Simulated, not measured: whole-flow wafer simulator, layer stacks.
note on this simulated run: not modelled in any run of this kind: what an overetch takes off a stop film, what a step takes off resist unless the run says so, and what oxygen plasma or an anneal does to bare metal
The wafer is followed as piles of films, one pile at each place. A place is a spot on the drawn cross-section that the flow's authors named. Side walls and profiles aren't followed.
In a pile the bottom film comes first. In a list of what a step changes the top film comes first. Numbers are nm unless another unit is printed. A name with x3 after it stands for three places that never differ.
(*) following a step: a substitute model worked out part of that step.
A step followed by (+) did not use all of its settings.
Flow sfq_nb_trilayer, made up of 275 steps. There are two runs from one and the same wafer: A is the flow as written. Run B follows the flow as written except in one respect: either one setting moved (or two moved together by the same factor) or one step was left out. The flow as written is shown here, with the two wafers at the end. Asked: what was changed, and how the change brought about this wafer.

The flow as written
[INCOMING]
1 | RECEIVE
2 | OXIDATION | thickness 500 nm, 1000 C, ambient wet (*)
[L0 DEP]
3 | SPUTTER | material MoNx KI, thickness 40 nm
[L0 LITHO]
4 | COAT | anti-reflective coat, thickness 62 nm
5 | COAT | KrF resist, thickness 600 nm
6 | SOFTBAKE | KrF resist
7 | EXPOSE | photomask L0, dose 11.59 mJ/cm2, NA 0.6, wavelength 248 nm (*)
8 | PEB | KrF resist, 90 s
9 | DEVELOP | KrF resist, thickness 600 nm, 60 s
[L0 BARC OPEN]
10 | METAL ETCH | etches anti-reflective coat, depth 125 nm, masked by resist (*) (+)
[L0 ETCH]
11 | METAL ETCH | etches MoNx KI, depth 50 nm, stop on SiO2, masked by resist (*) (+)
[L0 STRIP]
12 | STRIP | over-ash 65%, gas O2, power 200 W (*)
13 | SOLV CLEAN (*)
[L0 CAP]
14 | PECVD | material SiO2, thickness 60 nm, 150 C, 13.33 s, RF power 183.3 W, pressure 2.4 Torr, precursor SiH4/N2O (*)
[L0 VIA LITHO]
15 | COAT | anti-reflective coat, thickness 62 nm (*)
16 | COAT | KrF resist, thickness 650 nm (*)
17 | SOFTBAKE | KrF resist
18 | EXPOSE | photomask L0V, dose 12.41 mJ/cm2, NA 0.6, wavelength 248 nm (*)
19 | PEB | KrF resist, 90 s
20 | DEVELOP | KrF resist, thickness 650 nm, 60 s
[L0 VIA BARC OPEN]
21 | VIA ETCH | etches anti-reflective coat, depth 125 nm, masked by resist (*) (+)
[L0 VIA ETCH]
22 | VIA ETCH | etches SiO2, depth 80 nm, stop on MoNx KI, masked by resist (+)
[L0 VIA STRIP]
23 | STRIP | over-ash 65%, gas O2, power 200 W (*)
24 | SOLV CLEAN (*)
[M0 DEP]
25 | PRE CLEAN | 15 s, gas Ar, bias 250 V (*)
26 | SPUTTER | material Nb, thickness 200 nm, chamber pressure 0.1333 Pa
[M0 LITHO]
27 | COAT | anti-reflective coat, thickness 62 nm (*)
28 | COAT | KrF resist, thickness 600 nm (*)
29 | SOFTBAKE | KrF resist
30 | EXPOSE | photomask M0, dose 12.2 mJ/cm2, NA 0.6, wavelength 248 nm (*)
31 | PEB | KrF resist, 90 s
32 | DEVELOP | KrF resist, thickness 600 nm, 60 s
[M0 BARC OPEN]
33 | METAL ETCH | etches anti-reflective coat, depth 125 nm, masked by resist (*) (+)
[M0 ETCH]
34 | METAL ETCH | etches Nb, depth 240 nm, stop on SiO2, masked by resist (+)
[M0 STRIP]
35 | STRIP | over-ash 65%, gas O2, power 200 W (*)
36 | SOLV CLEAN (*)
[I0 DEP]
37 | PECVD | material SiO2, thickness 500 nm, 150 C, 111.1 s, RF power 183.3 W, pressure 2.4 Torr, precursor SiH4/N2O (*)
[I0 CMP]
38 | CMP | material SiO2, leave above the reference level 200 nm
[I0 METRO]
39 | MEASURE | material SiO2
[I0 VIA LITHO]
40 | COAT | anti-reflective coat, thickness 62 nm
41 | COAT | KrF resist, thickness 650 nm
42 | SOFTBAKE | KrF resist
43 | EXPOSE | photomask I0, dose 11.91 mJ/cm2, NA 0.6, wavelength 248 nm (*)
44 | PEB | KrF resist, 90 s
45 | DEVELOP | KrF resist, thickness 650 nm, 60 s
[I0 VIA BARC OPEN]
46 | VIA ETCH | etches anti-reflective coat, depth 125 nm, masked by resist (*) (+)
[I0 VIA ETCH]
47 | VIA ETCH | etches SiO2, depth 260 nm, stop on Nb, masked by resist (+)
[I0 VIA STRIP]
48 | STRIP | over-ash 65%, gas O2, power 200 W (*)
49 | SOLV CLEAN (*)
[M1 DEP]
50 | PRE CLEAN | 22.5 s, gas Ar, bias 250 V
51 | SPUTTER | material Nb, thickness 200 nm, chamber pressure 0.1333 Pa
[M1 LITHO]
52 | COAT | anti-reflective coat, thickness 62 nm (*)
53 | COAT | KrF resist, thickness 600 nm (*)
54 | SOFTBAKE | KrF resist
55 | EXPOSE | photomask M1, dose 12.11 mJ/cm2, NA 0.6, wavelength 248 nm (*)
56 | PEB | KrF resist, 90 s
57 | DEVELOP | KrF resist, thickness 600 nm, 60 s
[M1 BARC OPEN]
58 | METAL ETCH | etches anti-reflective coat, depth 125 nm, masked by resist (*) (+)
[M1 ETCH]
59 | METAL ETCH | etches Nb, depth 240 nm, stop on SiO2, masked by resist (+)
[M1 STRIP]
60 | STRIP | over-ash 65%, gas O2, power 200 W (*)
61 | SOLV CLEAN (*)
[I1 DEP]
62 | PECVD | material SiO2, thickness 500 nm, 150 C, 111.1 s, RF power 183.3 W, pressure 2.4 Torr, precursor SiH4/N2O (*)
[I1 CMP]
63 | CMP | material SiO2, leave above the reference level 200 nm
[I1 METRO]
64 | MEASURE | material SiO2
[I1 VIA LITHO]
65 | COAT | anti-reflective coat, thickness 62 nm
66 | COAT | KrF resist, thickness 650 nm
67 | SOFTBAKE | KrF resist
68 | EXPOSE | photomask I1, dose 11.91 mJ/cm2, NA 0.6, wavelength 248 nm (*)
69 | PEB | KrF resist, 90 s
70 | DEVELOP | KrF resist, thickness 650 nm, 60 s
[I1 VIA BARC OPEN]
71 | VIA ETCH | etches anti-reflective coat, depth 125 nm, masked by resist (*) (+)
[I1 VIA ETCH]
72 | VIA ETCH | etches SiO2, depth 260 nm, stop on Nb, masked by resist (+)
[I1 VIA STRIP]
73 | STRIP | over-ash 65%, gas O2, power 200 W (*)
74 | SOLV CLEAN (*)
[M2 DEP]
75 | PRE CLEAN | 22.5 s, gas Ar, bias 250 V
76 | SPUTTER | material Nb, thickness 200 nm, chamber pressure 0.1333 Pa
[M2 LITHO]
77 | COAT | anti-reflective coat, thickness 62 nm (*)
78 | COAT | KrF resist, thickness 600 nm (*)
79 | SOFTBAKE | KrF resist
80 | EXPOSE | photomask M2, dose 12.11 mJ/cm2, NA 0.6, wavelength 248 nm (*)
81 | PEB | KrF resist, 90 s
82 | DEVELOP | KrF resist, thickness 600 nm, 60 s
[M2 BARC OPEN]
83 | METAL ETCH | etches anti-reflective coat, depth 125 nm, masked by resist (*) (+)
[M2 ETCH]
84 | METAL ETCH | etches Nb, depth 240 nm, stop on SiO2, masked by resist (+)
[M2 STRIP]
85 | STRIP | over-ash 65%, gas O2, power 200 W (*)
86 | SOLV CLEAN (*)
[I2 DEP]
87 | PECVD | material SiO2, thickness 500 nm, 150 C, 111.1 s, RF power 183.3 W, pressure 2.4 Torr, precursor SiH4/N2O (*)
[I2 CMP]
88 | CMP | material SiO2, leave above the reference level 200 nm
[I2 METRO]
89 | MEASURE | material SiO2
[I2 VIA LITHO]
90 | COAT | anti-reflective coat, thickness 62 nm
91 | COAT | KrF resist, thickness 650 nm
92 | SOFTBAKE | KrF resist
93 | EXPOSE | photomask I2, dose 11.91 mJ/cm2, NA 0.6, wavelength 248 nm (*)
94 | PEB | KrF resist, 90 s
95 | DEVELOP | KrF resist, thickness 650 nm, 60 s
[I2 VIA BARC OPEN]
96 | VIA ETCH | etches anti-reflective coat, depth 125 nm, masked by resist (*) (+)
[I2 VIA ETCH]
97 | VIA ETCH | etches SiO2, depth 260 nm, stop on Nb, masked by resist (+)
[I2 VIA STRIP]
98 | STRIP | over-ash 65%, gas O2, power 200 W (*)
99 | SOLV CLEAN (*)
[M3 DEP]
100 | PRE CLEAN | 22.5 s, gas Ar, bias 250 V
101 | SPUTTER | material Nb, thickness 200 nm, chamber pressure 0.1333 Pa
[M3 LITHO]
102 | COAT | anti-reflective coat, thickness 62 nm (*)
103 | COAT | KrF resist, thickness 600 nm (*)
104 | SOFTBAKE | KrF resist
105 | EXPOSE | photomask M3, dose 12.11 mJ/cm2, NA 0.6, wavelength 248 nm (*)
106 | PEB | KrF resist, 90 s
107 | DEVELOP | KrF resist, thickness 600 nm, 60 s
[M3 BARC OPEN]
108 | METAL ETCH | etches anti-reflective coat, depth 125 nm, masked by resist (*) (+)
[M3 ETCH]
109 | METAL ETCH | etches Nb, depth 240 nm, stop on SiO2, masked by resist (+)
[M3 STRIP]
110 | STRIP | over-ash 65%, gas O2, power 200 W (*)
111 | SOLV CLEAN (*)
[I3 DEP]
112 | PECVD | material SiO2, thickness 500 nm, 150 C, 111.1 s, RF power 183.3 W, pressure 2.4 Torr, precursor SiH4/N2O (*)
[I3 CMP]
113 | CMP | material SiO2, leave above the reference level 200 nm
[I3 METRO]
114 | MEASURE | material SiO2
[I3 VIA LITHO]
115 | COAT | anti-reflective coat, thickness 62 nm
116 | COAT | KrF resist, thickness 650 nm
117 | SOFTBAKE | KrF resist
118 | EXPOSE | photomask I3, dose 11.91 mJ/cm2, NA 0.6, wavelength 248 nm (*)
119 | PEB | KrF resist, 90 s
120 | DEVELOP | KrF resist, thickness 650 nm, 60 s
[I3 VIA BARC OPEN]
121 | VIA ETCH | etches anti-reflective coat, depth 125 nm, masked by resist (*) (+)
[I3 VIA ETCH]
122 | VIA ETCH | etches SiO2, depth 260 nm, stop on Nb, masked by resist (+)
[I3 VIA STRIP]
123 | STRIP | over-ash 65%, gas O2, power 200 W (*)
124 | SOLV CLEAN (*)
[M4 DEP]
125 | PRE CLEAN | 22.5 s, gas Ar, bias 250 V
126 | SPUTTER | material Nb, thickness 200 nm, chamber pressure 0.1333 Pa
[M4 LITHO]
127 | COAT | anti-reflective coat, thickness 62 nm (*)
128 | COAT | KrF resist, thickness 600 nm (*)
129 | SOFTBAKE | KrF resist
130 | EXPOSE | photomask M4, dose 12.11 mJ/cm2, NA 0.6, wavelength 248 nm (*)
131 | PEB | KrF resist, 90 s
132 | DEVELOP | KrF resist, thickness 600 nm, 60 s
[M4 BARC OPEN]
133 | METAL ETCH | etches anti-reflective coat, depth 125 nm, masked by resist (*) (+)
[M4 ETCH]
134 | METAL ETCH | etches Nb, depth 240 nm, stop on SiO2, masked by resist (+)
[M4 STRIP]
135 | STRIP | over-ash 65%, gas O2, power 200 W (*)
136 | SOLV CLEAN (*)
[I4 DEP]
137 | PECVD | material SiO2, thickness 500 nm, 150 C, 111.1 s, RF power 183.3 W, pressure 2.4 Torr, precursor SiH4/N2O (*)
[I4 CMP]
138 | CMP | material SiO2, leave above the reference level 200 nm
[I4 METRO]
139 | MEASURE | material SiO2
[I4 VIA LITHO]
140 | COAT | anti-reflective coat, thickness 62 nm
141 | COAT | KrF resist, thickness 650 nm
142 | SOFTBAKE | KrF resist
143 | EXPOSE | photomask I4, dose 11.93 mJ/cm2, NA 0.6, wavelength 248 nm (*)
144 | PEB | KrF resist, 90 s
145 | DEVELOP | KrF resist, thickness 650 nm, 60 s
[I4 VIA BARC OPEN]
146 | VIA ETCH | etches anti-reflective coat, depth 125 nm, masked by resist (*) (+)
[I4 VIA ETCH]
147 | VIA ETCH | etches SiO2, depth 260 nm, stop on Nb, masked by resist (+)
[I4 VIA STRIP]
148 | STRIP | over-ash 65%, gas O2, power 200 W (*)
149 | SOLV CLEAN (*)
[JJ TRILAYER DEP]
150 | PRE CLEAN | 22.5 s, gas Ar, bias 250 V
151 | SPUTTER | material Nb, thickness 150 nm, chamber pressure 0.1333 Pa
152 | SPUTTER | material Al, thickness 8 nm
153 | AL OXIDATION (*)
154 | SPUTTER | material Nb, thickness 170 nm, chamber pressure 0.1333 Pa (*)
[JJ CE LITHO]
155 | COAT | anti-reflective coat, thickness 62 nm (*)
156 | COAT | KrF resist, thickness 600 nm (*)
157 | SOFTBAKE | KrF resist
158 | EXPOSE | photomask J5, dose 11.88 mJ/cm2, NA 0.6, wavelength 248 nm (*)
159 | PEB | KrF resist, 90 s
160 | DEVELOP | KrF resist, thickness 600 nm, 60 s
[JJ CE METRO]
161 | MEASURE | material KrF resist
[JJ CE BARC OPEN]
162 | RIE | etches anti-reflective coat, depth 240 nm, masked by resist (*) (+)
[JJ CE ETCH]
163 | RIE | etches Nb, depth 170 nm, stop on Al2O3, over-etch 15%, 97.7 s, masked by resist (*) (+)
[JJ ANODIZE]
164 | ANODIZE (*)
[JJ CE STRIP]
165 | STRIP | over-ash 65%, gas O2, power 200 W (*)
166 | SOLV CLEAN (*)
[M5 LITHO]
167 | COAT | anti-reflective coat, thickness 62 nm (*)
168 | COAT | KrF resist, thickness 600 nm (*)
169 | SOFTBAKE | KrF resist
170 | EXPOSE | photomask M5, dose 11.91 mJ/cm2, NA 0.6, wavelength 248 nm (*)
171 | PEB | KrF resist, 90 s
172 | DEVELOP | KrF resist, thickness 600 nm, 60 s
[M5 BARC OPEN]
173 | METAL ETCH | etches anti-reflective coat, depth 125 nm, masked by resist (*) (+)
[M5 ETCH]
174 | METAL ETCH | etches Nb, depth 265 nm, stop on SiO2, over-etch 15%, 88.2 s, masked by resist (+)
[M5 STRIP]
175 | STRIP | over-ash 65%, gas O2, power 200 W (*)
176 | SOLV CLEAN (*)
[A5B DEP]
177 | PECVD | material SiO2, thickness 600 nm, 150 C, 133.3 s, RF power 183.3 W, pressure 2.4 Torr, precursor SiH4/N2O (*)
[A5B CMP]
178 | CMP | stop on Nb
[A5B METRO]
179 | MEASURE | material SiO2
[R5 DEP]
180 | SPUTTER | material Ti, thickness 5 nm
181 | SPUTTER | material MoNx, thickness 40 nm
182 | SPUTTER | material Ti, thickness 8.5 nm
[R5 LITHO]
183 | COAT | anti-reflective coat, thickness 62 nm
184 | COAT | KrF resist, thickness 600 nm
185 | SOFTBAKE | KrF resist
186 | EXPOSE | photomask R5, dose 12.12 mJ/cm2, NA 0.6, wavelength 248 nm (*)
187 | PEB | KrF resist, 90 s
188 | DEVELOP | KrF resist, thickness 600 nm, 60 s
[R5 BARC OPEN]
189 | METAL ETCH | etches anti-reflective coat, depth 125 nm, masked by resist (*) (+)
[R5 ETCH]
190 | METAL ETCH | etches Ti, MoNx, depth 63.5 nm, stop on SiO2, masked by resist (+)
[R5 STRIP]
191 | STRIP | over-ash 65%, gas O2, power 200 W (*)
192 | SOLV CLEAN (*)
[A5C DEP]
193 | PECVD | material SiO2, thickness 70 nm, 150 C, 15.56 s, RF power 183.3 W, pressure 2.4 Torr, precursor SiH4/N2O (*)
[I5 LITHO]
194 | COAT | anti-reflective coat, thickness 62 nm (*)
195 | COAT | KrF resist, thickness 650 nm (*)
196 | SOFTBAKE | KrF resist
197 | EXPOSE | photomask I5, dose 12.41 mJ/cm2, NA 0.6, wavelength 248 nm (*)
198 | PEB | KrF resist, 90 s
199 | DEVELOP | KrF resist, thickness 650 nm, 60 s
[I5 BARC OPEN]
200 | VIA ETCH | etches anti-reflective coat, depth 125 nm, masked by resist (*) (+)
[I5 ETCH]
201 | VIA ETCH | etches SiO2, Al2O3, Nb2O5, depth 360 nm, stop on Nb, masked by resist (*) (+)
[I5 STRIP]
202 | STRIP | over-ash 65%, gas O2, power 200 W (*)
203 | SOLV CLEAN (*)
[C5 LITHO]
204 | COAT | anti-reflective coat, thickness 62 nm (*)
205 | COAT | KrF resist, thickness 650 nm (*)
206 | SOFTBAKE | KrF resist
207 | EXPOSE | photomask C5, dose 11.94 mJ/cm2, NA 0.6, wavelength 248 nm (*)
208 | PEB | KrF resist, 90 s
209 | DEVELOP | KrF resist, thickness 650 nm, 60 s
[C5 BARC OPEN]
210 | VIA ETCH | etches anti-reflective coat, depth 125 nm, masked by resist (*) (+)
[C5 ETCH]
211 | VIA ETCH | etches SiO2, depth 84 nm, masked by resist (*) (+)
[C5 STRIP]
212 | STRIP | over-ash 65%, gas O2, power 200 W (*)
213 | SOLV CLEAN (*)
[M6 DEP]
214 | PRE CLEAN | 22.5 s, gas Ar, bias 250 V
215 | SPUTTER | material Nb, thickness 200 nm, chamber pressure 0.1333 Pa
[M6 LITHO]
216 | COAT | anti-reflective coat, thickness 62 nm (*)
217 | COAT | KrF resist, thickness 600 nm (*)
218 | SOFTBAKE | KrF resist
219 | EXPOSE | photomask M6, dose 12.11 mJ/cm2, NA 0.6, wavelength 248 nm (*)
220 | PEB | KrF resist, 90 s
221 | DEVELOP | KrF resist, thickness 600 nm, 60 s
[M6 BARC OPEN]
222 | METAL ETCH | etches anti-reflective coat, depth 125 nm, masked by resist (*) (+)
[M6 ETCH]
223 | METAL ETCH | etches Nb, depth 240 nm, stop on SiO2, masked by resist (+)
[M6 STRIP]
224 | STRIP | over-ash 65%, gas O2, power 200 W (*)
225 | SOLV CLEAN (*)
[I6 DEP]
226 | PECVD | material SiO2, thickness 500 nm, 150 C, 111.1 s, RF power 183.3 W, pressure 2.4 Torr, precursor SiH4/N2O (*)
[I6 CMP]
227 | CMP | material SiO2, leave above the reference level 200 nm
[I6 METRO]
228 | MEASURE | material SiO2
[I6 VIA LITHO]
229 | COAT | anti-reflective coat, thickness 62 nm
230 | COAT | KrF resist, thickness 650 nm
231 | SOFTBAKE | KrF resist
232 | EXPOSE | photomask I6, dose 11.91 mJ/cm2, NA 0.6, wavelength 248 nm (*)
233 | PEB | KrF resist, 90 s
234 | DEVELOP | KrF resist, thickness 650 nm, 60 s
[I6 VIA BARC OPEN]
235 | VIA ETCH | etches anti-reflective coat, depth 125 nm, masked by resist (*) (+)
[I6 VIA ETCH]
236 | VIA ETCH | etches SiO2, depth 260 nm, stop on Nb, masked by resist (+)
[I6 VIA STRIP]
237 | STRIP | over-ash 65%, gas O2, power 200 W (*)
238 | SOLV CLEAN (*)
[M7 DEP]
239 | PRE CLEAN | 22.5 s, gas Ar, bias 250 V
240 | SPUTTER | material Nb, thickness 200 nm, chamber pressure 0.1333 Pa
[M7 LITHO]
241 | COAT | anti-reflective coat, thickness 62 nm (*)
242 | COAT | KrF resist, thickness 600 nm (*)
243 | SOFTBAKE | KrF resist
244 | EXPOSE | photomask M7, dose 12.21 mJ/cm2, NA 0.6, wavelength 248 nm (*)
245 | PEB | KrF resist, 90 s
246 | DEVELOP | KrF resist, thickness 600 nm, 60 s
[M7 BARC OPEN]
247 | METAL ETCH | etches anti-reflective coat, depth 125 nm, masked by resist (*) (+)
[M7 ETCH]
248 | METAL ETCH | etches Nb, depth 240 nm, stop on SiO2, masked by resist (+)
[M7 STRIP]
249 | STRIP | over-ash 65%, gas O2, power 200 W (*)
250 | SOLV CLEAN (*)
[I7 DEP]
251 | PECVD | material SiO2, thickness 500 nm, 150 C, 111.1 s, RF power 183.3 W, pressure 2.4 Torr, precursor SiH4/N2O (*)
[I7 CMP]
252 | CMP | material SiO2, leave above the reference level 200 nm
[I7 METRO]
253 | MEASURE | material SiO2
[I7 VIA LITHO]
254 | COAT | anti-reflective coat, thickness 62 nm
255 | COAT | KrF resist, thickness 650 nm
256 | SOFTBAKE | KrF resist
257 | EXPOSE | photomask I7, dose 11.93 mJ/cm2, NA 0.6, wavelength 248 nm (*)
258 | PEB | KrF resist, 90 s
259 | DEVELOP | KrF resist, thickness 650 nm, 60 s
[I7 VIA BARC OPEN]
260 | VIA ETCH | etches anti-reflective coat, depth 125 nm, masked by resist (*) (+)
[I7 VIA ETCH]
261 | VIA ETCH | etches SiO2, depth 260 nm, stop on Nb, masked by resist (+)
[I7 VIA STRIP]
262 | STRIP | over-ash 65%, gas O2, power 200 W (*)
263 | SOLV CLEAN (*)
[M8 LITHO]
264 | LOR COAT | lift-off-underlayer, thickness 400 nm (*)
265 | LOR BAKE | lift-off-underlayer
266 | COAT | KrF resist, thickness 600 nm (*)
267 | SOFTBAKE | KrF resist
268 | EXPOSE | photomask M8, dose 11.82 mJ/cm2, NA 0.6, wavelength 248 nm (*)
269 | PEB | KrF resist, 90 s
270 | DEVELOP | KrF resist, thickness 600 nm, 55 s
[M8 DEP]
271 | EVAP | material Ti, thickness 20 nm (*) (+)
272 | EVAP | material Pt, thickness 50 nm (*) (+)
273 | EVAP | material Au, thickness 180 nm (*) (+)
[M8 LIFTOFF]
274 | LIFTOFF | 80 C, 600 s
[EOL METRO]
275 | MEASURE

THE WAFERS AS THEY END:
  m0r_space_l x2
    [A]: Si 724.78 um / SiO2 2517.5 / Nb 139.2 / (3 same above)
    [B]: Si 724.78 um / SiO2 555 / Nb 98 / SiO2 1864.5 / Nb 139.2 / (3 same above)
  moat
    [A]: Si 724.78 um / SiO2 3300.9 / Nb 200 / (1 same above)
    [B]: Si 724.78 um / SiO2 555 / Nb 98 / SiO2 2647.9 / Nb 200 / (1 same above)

The reason: step 34, METAL ETCH: depth 102 nm was run, whereas the flow has depth 240 nm.

The path from the change to this, step by step:
  34 | METAL ETCH | etches Nb, depth 240 nm, stop on SiO2, masked by resist (+)
      moat, m0r_space_l x2: A -200 Nb (all of it) | B -102 Nb
      field_l, v_sur, via_wl and 100 more: A -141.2 KrF resist | B -60 KrF resist
  35 | STRIP | over-ash 65%, gas O2, power 200 W (*)
      p4_fl, p4_fm, p4_w1 and 68 more: A -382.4 KrF resist (all of it), -62 anti-reflective coat (all of it) | B -463.6 KrF resist (all of it), -62 anti-reflective coat (all of it)
      c5j, ce_r, sp_r, be_r, r_sur, res: A -389 KrF resist (all of it), -63.6 anti-reflective coat (all of it) | B -470.2 KrF resist (all of it), -63.6 anti-reflective coat (all of it)
      (as well as at 26 more places)
  37 | PECVD | material SiO2, thickness 500 nm, 150 C, 111.1 s, RF power 183.3 W, pressure 2.4 Torr, precursor SiH4/N2O (*)
      moat, m0r_space_l x2: A +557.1 SiO2 | B +500 SiO2 (new film)
  38 | CMP | material SiO2, leave above the reference level 200 nm
      moat, m0r_space_l x2: A -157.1 SiO2 | B -198 SiO2
If metal films that touch count as one body, m0r_space_l x2 has 2 bodies (between them, from the top down: SiO2 1864.5); the flow as written gives 1 body.
If metal films that touch count as one body, moat has 2 bodies (between them, from the top down: SiO2 2647.9); the flow as written gives 1 body.
